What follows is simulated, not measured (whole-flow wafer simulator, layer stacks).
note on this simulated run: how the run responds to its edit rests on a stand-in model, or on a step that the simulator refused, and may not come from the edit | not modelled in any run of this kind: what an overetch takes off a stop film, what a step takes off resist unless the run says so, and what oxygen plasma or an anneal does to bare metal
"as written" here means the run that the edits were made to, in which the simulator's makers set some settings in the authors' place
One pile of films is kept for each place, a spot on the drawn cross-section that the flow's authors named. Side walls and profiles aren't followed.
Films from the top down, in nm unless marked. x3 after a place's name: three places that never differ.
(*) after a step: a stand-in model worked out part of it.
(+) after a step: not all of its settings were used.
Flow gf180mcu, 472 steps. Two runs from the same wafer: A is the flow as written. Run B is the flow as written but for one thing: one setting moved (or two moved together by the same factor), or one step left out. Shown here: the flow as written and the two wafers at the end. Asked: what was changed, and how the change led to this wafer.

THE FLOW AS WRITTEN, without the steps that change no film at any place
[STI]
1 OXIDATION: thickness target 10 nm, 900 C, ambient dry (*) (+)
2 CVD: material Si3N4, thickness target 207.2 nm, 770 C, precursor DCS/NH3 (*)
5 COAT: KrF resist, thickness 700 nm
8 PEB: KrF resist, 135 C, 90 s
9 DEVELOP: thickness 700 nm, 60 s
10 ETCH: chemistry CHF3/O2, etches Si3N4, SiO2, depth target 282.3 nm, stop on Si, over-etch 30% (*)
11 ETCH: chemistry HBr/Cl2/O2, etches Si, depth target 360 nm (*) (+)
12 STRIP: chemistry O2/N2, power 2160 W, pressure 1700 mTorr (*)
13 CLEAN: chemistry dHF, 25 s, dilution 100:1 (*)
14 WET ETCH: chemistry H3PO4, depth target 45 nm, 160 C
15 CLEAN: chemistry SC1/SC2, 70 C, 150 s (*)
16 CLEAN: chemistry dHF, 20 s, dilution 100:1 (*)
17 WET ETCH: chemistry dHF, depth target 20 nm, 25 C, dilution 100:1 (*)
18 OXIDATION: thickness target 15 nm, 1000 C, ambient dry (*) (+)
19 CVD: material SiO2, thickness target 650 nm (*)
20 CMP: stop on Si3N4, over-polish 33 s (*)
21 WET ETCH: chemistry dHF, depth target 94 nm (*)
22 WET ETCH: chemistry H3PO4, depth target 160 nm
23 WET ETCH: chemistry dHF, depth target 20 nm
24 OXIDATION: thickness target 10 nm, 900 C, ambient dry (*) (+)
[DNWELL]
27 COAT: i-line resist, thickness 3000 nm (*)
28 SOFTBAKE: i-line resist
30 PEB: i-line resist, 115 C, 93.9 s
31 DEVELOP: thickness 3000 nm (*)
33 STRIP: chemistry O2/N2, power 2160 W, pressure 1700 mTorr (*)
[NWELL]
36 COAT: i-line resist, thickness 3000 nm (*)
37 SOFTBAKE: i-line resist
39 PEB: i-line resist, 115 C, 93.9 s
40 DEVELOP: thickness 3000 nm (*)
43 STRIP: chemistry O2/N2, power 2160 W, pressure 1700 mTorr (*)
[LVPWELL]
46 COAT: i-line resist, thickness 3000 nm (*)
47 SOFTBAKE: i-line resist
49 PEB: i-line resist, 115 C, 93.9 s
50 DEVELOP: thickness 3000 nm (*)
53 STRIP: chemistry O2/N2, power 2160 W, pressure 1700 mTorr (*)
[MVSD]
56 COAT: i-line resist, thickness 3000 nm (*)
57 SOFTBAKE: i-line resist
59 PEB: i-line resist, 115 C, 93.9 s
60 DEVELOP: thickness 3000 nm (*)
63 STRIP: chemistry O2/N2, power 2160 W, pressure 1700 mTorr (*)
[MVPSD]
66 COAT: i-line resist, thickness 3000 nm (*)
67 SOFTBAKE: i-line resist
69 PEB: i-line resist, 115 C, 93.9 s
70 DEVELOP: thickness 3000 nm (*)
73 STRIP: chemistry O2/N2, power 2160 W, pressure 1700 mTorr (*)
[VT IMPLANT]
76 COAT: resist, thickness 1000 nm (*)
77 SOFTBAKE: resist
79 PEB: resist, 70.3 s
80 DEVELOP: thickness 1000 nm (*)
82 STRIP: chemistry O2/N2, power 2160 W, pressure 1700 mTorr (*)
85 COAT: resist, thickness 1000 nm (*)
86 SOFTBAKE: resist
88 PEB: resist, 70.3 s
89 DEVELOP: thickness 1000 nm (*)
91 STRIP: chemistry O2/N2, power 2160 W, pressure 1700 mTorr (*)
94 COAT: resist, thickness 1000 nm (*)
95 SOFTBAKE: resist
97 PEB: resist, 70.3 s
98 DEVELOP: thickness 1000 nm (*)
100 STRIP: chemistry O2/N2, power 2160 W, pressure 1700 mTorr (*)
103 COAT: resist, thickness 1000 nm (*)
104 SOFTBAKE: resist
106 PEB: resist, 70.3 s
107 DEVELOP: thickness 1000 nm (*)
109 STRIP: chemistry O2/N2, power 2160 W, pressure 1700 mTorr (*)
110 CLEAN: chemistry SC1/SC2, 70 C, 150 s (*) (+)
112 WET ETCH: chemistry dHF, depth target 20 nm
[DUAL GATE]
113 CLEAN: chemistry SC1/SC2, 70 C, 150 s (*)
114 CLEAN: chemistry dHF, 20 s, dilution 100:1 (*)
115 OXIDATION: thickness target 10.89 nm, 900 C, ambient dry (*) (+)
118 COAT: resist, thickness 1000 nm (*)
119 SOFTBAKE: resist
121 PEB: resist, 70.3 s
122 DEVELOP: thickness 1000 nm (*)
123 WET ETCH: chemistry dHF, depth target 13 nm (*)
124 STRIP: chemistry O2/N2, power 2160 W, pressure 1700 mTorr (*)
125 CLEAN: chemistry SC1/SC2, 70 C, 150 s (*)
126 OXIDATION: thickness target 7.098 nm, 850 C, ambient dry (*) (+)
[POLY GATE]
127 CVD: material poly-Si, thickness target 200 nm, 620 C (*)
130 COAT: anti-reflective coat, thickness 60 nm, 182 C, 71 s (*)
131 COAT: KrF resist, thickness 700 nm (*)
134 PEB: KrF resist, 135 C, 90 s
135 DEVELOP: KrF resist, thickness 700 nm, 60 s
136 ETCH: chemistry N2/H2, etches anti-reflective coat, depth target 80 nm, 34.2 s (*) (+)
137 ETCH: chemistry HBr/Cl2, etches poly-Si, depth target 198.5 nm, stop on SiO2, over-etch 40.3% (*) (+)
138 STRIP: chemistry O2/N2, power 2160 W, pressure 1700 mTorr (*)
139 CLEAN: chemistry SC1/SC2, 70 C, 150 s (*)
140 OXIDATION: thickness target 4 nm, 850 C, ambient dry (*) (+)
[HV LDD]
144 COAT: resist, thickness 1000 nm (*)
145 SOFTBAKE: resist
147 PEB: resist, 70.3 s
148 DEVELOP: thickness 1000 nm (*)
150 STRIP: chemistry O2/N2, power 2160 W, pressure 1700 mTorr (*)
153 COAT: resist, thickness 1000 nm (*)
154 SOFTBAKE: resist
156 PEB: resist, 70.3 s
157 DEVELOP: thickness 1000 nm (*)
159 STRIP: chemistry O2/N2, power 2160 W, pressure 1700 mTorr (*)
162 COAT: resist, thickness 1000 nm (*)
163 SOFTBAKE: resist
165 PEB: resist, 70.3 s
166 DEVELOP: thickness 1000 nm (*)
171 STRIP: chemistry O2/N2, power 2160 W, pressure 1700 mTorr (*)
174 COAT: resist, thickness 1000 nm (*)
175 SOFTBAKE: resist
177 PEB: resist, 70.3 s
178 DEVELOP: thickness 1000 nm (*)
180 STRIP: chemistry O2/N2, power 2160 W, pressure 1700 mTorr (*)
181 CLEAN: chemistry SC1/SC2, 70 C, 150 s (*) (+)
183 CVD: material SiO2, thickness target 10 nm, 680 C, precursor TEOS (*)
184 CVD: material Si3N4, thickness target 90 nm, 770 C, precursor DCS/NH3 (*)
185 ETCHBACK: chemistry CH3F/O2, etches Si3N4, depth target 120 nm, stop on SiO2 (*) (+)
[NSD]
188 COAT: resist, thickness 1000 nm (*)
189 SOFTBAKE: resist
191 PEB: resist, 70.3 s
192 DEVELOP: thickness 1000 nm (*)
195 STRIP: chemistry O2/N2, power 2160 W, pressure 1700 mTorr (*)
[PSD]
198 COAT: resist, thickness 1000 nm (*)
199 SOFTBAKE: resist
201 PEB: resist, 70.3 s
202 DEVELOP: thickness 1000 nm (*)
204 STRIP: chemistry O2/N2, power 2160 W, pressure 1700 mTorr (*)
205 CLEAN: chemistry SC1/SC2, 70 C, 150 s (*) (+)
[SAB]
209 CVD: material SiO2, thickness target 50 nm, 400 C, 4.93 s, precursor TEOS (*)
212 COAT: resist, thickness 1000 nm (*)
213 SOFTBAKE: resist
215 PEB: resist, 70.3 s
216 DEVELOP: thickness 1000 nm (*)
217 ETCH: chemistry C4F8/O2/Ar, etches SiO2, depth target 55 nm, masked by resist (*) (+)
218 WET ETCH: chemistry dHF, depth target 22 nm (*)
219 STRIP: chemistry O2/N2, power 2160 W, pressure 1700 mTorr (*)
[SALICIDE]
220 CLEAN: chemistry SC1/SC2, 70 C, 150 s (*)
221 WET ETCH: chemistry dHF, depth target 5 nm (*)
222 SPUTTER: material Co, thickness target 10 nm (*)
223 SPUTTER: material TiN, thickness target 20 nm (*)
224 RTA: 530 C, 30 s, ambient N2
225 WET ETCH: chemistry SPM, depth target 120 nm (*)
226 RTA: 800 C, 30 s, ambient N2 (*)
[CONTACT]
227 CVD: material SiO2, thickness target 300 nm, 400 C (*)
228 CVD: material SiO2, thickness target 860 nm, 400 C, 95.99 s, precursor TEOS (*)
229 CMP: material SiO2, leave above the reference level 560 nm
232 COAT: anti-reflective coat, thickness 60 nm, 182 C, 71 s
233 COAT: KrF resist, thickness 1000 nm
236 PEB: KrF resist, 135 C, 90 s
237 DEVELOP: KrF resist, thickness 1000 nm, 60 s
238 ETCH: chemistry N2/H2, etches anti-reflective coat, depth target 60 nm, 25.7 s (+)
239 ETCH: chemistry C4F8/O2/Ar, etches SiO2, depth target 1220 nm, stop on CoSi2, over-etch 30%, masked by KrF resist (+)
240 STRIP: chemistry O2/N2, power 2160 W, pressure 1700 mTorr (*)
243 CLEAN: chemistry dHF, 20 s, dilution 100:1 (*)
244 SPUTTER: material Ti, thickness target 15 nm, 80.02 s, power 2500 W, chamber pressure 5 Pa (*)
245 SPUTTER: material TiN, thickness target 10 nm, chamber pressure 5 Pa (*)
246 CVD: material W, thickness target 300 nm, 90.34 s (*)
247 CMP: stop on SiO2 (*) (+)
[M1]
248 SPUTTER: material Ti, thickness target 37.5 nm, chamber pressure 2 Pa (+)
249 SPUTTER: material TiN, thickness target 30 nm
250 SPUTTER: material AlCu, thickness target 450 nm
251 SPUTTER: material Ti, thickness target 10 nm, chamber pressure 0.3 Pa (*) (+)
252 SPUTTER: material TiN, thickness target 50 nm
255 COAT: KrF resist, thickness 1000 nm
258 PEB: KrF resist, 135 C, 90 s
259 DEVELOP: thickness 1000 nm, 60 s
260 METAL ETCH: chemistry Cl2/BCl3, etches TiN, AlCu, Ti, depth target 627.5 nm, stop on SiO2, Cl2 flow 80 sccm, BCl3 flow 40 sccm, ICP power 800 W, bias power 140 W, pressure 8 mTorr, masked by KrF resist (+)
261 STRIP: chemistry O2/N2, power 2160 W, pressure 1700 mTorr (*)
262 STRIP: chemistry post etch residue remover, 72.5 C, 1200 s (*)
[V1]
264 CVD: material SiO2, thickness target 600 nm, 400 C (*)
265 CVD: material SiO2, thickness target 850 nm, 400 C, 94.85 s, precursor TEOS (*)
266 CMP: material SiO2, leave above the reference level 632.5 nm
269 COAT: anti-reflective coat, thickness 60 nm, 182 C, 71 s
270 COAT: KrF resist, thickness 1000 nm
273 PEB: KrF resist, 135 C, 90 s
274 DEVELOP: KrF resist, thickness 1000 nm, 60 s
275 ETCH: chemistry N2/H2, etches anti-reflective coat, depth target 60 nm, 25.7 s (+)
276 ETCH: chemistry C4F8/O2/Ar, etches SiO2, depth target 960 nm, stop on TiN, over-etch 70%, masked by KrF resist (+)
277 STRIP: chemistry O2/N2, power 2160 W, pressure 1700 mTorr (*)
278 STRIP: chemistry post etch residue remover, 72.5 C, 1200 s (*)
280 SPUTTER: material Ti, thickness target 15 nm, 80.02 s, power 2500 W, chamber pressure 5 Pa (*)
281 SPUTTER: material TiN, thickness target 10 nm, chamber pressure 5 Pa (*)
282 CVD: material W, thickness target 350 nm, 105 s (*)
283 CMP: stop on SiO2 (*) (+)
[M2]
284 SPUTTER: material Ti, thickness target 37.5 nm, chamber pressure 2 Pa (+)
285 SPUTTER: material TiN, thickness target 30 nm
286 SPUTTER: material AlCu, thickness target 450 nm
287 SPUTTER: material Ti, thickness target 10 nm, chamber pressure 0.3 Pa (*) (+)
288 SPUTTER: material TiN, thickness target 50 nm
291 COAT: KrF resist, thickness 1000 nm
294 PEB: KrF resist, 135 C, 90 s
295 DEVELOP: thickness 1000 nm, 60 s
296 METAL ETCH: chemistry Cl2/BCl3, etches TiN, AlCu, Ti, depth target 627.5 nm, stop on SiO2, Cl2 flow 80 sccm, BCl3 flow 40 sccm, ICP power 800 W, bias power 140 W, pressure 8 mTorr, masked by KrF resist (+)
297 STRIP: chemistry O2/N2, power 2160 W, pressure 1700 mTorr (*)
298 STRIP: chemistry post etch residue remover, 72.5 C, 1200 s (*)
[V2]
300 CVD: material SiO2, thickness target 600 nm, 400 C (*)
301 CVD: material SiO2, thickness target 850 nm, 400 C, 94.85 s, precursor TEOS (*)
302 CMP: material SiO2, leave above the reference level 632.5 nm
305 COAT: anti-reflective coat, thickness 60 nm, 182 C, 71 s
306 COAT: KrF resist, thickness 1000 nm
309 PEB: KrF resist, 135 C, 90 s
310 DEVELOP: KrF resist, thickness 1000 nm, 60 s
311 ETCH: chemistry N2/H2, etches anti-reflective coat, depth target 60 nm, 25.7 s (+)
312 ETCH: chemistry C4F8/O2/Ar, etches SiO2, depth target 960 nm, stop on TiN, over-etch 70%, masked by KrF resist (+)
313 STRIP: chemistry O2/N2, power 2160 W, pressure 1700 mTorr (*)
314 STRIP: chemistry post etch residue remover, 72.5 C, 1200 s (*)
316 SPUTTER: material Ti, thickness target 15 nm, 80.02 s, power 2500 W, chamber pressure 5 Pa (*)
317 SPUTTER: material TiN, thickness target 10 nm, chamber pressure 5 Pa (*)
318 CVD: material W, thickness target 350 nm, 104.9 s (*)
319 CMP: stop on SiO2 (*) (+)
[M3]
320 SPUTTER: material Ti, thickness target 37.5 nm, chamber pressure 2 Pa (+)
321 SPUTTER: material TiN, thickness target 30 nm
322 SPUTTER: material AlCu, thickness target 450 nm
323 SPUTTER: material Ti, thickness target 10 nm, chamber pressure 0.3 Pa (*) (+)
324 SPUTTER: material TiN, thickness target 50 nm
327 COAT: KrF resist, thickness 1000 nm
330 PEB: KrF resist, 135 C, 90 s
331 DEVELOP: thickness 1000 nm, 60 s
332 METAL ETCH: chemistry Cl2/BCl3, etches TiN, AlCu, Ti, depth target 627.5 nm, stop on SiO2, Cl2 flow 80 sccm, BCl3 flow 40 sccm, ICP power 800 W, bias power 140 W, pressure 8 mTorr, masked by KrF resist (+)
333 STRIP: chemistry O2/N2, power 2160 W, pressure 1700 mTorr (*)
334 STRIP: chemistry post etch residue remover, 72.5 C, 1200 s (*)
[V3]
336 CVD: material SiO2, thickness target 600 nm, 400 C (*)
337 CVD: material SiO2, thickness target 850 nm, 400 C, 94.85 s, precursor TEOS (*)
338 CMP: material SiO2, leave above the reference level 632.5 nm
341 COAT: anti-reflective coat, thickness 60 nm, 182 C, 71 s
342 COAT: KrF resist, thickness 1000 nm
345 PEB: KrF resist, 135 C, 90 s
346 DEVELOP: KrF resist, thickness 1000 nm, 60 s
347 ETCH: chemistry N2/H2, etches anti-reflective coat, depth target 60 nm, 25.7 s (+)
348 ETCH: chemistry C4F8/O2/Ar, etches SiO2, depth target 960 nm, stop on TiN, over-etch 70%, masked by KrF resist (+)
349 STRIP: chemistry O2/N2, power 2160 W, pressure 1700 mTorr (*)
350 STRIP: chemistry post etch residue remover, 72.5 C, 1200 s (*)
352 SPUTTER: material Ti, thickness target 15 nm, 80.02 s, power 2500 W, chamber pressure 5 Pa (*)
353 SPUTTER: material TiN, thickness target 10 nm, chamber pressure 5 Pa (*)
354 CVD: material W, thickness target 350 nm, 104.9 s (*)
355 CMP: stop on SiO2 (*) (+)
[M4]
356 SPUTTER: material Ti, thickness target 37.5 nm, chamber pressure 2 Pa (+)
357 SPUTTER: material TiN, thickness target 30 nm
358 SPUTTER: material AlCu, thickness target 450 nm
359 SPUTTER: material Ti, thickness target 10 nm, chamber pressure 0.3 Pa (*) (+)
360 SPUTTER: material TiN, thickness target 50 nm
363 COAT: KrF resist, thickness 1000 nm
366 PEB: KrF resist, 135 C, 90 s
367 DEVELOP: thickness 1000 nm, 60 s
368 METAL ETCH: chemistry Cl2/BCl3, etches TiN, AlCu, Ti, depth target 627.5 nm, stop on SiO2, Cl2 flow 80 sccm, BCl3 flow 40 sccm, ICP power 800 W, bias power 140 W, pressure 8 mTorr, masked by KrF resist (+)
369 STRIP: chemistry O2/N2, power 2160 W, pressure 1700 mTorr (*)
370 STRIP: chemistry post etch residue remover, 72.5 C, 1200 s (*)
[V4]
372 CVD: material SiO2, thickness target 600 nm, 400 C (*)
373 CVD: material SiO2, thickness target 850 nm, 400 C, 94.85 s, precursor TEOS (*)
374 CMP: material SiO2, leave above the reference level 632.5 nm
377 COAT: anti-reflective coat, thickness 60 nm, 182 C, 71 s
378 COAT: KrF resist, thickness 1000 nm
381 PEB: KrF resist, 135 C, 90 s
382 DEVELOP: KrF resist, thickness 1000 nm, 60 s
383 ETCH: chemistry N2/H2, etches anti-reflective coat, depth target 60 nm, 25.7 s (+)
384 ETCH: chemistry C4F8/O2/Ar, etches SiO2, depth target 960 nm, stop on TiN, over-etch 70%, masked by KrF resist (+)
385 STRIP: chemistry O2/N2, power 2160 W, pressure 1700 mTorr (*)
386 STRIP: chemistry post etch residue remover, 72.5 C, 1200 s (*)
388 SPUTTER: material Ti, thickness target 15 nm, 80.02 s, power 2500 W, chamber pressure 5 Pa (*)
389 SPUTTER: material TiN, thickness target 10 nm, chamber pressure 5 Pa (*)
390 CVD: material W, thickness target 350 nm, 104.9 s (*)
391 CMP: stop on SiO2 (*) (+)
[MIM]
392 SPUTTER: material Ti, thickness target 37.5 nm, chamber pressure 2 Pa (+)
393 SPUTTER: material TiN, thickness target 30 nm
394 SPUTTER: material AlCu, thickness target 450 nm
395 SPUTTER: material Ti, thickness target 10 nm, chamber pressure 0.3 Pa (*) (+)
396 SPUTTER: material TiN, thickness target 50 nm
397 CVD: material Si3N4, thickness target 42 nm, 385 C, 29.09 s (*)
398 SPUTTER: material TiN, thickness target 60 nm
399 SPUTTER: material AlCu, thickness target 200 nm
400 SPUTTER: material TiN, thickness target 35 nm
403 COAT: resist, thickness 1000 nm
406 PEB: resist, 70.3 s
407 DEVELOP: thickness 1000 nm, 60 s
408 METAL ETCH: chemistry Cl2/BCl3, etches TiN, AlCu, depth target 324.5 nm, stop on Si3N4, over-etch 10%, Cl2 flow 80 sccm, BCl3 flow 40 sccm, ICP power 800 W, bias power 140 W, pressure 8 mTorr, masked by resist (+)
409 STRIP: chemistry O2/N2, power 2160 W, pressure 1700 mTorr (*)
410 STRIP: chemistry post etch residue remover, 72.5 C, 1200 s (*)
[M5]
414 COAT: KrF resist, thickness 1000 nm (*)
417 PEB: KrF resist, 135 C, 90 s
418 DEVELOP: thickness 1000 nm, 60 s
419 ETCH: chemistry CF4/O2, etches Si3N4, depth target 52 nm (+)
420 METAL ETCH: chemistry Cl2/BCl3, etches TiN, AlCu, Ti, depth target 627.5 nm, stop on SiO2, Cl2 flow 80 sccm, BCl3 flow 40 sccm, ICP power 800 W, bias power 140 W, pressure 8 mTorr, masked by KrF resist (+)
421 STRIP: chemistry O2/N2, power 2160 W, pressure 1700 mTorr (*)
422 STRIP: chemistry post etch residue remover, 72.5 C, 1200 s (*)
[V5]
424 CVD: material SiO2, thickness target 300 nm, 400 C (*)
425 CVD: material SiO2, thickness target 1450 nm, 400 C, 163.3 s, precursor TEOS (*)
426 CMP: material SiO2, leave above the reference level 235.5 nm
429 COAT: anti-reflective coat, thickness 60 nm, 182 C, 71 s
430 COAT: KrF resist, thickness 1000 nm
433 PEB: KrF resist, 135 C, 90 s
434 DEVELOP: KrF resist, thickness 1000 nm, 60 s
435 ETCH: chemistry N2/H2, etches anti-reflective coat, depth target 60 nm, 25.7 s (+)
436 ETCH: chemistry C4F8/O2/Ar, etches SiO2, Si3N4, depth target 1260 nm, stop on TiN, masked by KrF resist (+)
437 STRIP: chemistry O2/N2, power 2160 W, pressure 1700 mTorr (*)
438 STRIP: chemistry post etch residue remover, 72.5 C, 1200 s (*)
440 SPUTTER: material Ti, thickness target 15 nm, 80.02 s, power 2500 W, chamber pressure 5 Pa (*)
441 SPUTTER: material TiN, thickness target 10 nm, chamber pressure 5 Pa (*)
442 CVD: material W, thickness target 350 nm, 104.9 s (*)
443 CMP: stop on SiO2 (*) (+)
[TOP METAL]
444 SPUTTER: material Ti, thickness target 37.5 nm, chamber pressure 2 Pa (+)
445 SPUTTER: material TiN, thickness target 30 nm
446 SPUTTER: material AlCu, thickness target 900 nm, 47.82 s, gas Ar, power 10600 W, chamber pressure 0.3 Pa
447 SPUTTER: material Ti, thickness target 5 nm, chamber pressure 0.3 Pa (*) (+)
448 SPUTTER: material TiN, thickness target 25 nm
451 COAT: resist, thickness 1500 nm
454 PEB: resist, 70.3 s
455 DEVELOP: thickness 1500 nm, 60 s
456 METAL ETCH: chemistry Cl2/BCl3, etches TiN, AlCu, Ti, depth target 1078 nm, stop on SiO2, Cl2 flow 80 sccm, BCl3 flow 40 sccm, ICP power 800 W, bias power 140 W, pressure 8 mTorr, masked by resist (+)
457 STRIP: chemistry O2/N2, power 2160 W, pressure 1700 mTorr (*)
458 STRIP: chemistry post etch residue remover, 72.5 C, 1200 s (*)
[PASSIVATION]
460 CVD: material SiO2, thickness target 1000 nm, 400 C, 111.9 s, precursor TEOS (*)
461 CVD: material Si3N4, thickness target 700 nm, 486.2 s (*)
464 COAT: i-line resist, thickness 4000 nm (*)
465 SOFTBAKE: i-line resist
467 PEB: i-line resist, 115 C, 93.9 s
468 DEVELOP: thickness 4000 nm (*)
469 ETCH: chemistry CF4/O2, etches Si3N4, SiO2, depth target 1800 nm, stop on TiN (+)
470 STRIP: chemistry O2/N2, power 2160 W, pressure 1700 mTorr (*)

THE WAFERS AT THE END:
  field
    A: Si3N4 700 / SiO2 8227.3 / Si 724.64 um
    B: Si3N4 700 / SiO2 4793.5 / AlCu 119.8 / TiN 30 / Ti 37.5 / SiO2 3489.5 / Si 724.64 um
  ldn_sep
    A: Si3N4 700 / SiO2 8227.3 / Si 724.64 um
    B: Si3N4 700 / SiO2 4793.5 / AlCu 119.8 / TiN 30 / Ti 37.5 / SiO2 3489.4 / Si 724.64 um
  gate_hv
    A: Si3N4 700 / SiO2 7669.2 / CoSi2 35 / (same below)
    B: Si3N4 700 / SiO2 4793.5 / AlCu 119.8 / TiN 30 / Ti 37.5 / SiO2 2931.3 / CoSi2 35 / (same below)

The cause: step 322, SPUTTER: thickness target 693 nm was run, where the flow has thickness target 450 nm.

How the change led to this, step by step:
  322 SPUTTER: material AlCu, thickness target 450 nm
      field, field__w1, field__w2 and 108 more: A AlCu +450 (new film) | B AlCu +693 (new film)
  332 METAL ETCH: chemistry Cl2/BCl3, etches TiN, AlCu, Ti, depth target 627.5 nm, stop on SiO2, Cl2 flow 80 sccm, BCl3 flow 40 sccm, ICP power 800 W, bias power 140 W, pressure 8 mTorr, masked by KrF resist (+)
      field, field__w1, field__w2 and 103 more: A TiN -50 (all of it), Ti -10 (all of it), AlCu -450 (all of it), TiN -30 (all of it), Ti -37.5 (all of it) | B TiN -50 (all of it), Ti -10 (all of it), AlCu -567.5
  334 STRIP: chemistry post etch residue remover, 72.5 C, 1200 s (*)
      field, field__w1, field__w2 and 103 more: A nothing | B AlCu -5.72
  336 CVD: material SiO2, thickness target 600 nm, 400 C (*)
      field, field__w1, field__w2 and 103 more: A SiO2 +600 | B SiO2 +600 (new film)
  338 CMP: material SiO2, leave above the reference level 632.5 nm
      field, field__w1, field__w2 and 103 more: A SiO2 -300 | B SiO2 -244.3
Counting metal films that touch as one body, field has 1 body; the flow as written gives 0 bodies.
Counting metal films that touch as one body, ldn_sep has 1 body; the flow as written gives 0 bodies.
Counting metal films that touch as one body, gate_hv has 2 bodies (between them, from the top down: SiO2 2931.3); the flow as written gives 1 body.
